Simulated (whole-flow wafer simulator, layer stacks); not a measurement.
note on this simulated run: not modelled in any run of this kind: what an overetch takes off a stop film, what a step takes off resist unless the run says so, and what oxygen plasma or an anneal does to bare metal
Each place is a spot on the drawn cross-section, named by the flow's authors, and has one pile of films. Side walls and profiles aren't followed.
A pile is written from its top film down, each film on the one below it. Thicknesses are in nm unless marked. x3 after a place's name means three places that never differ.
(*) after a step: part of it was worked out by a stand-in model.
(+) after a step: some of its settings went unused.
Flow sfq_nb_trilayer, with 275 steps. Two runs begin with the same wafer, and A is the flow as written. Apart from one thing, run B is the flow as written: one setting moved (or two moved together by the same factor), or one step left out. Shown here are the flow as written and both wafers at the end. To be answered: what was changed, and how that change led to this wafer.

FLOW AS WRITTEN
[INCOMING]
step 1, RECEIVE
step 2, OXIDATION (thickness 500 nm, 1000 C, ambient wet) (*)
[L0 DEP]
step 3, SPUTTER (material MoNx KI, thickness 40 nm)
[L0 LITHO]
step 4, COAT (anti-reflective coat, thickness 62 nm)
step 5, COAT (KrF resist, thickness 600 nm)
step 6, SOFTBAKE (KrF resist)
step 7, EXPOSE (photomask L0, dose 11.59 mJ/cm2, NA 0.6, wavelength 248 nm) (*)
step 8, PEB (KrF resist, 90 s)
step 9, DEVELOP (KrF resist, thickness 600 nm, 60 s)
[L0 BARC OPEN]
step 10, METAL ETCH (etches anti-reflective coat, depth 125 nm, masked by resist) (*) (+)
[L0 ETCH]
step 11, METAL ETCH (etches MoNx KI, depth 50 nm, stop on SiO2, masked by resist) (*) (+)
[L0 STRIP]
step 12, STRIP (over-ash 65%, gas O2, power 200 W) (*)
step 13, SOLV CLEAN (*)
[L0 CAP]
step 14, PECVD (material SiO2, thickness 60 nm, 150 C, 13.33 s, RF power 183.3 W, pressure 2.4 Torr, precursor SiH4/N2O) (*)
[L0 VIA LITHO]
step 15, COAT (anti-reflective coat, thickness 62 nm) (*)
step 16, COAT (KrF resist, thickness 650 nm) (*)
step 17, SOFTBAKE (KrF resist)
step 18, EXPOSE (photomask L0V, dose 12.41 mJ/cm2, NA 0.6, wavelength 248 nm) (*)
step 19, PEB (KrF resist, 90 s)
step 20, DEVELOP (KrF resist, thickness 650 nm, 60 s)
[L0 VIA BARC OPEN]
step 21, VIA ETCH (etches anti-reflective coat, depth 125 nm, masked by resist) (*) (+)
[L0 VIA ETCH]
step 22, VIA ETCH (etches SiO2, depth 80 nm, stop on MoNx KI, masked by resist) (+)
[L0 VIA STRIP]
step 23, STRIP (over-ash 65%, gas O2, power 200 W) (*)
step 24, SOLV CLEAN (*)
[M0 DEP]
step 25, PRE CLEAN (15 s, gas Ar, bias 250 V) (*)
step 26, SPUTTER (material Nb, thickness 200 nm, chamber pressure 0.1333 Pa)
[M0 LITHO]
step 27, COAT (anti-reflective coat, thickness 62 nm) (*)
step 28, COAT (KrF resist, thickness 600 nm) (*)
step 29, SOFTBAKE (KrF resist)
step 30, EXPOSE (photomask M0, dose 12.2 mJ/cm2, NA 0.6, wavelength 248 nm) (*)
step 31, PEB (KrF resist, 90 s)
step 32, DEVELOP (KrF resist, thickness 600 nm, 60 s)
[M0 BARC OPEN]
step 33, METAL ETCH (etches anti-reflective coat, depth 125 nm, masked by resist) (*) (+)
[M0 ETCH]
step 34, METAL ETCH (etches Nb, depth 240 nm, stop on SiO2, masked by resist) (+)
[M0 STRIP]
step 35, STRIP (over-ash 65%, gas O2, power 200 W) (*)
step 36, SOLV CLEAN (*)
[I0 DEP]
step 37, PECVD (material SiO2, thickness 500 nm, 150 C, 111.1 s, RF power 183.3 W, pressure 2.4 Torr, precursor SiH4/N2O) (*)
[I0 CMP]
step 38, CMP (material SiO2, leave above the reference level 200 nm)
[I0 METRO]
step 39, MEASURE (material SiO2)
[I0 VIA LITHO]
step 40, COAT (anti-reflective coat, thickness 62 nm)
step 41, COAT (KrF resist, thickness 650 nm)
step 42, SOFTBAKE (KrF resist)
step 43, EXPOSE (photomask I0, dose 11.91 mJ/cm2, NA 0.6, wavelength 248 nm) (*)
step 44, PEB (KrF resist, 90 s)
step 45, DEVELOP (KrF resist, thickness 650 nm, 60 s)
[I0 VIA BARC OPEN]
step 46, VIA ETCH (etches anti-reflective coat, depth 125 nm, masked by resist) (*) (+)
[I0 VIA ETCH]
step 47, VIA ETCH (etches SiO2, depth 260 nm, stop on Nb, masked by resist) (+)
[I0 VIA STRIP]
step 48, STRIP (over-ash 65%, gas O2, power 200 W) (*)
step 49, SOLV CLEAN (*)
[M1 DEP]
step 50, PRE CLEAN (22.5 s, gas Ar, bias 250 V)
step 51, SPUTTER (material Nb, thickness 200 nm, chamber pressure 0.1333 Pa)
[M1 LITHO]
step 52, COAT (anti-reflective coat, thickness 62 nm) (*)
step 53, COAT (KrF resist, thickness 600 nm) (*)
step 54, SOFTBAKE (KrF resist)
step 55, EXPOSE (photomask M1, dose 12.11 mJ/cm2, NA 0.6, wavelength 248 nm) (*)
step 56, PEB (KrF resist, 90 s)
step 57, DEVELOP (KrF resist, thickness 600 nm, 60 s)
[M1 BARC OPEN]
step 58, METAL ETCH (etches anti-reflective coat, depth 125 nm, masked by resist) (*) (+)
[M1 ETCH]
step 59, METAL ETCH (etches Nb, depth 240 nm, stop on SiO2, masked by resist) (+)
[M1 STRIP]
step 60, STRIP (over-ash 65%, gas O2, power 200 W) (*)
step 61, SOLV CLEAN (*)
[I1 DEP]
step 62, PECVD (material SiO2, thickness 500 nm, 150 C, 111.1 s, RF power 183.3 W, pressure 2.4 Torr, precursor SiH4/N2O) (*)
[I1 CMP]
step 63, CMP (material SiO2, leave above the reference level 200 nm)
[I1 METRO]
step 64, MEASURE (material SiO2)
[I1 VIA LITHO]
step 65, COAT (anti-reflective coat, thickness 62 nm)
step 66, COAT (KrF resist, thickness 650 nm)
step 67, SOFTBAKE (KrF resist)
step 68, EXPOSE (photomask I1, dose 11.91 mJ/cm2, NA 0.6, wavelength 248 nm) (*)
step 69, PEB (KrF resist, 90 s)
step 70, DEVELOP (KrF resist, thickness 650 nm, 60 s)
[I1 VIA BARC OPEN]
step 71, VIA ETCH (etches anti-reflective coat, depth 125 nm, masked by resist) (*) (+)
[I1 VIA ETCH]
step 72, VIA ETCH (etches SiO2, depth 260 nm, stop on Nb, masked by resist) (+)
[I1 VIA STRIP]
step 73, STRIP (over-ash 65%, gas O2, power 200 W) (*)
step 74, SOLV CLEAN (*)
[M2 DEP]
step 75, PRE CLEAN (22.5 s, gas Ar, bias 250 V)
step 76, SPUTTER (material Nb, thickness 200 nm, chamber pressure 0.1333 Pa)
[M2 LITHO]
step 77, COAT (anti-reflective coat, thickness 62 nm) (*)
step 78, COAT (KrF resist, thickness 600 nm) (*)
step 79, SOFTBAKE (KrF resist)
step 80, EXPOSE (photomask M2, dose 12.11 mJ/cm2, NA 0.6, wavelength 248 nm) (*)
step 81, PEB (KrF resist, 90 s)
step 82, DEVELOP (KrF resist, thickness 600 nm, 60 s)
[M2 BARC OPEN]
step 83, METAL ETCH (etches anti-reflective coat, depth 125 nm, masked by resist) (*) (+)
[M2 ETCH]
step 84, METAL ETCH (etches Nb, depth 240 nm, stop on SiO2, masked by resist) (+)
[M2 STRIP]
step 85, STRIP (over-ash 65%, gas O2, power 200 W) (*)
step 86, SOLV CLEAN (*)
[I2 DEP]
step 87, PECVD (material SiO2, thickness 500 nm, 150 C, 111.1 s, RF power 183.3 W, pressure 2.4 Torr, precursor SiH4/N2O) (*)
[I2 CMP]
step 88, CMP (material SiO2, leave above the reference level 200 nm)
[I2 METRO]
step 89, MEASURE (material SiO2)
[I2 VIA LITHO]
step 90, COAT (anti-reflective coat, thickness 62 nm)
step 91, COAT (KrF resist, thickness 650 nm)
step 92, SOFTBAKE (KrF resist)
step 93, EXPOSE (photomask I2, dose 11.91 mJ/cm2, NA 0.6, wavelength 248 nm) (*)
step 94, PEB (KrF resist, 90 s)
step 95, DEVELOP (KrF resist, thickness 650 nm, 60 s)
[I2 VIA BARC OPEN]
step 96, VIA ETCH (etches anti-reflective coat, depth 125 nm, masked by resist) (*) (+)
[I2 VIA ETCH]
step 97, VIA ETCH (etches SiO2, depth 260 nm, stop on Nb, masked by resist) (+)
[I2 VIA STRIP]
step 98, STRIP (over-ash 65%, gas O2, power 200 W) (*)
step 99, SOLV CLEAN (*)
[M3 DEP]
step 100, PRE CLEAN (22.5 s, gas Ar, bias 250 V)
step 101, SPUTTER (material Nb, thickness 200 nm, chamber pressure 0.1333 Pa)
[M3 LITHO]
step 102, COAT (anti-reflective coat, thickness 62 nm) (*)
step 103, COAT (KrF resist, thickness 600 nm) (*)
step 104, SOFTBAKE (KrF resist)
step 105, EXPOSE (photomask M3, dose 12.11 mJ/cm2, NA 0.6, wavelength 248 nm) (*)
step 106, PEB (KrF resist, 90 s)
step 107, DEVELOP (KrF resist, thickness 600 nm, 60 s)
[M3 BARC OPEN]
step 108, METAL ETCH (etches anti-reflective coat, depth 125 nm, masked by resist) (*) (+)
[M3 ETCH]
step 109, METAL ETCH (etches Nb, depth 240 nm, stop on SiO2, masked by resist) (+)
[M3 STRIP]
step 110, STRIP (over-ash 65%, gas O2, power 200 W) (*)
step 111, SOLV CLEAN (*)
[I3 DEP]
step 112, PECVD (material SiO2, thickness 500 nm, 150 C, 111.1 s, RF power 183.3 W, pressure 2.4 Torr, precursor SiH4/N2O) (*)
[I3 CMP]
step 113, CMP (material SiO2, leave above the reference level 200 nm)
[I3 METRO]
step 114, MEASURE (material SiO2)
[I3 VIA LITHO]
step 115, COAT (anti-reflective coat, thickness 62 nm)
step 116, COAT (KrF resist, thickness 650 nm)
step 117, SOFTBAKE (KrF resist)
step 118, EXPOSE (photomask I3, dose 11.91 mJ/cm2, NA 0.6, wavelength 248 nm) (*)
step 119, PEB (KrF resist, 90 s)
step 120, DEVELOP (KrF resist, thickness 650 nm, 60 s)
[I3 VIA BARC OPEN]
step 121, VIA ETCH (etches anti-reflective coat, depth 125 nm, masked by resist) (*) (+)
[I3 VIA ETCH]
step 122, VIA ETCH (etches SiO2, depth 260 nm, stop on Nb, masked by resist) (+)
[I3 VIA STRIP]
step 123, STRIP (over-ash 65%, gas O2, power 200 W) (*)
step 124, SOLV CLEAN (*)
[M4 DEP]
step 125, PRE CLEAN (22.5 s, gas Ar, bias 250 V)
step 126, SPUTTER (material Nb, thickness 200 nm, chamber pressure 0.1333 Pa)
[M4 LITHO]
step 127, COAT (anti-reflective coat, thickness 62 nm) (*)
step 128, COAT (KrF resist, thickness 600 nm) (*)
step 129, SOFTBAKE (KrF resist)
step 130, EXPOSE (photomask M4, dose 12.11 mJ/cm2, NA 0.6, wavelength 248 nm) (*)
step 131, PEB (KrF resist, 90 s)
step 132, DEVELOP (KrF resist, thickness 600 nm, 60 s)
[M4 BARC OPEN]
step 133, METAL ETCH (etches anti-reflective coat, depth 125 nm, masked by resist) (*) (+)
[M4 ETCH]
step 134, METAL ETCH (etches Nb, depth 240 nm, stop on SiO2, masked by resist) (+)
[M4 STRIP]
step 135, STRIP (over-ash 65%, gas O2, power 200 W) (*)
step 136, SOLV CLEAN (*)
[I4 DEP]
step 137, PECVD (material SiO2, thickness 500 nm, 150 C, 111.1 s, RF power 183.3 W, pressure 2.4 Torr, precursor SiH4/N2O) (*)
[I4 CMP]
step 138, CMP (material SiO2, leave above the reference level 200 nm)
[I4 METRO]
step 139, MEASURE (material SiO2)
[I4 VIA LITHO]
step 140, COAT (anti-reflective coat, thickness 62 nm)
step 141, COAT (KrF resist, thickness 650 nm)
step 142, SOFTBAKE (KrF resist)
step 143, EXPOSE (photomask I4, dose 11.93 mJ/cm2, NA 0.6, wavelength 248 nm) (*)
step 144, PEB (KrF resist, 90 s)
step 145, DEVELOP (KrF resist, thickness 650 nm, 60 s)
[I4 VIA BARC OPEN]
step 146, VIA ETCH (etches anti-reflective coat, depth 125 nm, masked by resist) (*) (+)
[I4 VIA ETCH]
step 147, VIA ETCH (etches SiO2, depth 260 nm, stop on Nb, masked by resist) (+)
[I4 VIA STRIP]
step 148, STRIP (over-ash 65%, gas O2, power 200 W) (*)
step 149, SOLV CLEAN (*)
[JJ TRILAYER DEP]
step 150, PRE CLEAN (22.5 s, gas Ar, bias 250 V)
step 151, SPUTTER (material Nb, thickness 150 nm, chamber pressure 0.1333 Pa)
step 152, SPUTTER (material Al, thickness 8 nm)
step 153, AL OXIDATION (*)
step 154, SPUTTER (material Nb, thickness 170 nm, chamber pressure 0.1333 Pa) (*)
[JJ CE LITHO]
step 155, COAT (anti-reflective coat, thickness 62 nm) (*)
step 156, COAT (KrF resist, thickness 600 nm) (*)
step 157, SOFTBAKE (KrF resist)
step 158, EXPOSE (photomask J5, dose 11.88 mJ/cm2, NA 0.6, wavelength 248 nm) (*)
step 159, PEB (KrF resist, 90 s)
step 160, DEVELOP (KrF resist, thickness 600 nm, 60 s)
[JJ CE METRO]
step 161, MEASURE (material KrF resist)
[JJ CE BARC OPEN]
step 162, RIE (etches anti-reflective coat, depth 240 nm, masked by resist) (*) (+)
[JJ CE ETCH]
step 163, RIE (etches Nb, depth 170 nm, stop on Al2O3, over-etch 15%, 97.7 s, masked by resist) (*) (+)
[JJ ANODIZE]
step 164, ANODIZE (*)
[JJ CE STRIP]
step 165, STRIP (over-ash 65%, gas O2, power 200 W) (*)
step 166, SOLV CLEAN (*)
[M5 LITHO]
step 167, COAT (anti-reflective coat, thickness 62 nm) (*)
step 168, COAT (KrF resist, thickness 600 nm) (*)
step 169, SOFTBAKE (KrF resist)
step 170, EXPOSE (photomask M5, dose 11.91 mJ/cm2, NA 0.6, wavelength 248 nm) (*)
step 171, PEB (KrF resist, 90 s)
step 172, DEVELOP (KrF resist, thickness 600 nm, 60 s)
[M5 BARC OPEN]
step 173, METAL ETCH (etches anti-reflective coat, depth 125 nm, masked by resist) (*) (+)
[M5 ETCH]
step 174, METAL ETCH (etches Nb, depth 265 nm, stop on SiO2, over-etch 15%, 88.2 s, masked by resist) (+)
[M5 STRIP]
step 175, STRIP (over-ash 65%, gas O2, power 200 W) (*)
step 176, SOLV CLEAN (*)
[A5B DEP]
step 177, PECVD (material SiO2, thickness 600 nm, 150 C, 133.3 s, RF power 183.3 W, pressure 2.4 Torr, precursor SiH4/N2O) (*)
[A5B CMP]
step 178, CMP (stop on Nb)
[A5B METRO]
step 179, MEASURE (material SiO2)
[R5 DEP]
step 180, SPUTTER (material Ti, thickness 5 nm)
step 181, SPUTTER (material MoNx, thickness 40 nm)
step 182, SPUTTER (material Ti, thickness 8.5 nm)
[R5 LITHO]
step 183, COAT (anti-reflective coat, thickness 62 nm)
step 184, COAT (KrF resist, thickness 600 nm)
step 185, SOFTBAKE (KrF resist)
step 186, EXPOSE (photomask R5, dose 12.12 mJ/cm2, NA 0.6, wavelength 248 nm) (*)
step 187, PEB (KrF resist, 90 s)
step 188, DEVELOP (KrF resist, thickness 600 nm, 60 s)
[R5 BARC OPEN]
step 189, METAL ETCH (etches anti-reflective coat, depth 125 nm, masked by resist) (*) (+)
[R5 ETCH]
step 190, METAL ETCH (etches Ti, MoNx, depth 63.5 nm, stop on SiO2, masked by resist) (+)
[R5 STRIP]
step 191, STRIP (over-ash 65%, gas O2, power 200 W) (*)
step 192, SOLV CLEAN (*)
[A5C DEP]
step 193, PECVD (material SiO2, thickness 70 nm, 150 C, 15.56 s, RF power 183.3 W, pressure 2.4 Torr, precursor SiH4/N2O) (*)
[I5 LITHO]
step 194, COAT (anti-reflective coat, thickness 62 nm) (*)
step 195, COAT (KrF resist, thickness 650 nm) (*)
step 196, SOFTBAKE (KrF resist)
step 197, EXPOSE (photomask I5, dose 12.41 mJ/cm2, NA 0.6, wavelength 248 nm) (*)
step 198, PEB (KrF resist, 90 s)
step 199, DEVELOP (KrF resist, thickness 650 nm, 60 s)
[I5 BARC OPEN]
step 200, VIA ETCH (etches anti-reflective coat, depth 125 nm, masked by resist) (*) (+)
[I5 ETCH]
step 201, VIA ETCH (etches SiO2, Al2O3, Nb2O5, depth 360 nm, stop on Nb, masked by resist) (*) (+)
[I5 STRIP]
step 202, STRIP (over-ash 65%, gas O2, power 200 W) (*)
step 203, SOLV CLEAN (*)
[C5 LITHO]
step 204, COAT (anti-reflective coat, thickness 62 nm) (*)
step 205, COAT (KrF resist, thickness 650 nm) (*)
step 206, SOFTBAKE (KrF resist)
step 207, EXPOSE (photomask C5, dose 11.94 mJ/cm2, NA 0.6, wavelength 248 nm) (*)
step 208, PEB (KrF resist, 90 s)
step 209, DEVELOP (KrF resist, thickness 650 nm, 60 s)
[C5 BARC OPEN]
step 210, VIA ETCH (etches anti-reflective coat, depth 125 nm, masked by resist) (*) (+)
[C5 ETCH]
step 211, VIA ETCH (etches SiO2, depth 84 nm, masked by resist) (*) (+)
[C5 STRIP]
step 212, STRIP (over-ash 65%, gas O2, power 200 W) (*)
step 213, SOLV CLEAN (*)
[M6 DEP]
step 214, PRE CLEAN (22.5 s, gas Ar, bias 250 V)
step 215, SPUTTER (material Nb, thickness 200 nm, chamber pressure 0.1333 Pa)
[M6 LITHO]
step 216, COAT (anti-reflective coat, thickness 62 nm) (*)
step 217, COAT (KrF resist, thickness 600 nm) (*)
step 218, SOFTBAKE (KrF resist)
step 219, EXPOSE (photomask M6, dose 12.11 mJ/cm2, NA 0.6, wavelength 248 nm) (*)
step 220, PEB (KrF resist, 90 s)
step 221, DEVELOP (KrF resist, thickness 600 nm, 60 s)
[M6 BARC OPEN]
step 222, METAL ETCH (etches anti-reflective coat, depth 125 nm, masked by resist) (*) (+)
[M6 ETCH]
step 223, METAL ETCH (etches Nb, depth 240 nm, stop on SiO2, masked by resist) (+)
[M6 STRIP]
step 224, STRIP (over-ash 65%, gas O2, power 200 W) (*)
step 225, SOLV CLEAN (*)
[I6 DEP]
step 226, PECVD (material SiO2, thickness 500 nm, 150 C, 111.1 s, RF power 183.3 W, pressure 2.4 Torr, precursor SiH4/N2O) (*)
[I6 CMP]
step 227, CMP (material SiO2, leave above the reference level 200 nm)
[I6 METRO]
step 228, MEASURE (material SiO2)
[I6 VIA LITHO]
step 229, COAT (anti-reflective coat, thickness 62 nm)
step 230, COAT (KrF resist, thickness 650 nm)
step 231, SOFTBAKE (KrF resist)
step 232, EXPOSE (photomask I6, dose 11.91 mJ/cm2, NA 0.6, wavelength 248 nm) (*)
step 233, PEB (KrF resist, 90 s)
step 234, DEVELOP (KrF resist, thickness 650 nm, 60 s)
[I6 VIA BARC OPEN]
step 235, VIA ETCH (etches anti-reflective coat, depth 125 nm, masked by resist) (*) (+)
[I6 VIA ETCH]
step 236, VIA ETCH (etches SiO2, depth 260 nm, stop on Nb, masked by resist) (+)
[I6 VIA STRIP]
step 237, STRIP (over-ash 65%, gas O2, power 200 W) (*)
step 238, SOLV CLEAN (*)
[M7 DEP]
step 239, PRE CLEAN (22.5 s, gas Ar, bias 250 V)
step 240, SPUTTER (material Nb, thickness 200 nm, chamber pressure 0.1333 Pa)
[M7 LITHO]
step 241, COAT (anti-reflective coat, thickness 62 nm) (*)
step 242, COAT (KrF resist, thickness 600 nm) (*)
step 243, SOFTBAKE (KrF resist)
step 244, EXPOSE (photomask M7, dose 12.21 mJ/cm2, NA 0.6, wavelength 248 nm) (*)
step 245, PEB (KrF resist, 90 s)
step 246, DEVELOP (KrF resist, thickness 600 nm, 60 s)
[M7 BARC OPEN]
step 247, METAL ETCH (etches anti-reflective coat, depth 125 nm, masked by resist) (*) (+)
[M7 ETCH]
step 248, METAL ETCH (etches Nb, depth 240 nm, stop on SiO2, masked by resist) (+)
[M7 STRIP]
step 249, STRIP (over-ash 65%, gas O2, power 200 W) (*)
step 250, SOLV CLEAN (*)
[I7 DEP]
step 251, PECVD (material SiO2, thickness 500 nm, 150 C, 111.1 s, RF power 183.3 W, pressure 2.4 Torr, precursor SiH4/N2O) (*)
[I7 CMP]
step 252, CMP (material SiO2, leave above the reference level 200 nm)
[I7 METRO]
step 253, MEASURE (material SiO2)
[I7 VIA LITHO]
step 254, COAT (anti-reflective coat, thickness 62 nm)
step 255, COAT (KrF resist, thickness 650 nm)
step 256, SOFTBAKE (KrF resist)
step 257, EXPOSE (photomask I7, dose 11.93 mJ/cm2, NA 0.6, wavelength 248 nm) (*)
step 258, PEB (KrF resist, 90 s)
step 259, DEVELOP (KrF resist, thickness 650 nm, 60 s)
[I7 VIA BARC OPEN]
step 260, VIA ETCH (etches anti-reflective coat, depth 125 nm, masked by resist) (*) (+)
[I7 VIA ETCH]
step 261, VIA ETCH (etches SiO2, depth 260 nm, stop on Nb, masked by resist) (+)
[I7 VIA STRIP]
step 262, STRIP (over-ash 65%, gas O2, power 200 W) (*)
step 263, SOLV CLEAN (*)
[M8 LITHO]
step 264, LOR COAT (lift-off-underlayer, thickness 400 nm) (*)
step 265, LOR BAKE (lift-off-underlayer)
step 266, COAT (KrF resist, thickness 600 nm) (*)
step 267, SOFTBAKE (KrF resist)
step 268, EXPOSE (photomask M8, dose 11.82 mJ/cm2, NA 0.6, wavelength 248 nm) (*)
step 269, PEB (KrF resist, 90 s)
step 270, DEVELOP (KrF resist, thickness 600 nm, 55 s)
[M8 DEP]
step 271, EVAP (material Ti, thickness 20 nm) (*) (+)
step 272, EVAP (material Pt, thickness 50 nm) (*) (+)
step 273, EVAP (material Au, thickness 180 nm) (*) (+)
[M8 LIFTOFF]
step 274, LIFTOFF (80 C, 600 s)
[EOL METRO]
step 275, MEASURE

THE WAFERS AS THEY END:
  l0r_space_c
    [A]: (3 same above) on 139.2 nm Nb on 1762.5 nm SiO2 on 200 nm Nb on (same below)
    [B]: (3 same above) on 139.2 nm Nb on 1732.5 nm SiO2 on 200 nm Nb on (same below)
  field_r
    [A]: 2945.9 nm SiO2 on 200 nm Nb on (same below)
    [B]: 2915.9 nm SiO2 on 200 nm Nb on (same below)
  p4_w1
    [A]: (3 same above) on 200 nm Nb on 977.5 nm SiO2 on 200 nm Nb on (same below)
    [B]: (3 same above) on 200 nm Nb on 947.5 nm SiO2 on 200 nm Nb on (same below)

Cause: step 63, CMP: leave above the reference level 170 nm was run, though the flow has leave above the reference level 200 nm.

The path from the change to this, step by step:
  step 63, CMP (material SiO2, leave above the reference level 200 nm)
      field_l, be, be_sur and 72 more: A SiO2 loses 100 | B SiO2 loses 130
      v_sur, via_wl, via_wr and 20 more: A SiO2 loses 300 | B SiO2 loses 330
      (and at 8 other places as well)
  step 72, VIA ETCH (etches SiO2, depth 260 nm, stop on Nb, masked by resist) (+)
      field_l, v_sur, via_wl and 102 more: A KrF resist loses 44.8 | B KrF resist loses 43.9
      via_v: A SiO2 loses 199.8 (all of it) | B SiO2 loses 169.8 (all of it)
  step 76, SPUTTER (material Nb, thickness 200 nm, chamber pressure 0.1333 Pa)
      via_v: A Nb gains 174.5 | B Nb gains 180.7
  step 77, COAT (anti-reflective coat, thickness 62 nm) (*)
      via_v: A anti-reflective coat gains 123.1 (new film) | B anti-reflective coat gains 115 (new film)
  step 78, COAT (KrF resist, thickness 600 nm) (*)
      via_v: A KrF resist gains 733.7 (new film) | B KrF resist gains 710.2 (new film)
  step 85, STRIP (over-ash 65%, gas O2, power 200 W) (*)
      via_v: A KrF resist loses 515.8 (all of it), anti-reflective coat loses 123.1 (all of it) | B KrF resist loses 492.3 (all of it), anti-reflective coat loses 115 (all of it)
  step 87, PECVD (material SiO2, thickness 500 nm, 150 C, 111.1 s, RF power 183.3 W, pressure 2.4 Torr, precursor SiH4/N2O) (*)
      via_v: A SiO2 gains 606 (new film) | B SiO2 gains 545.3 (new film)
  step 88, CMP (material SiO2, leave above the reference level 200 nm)
      via_v: A SiO2 loses 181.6 | B SiO2 loses 157.1
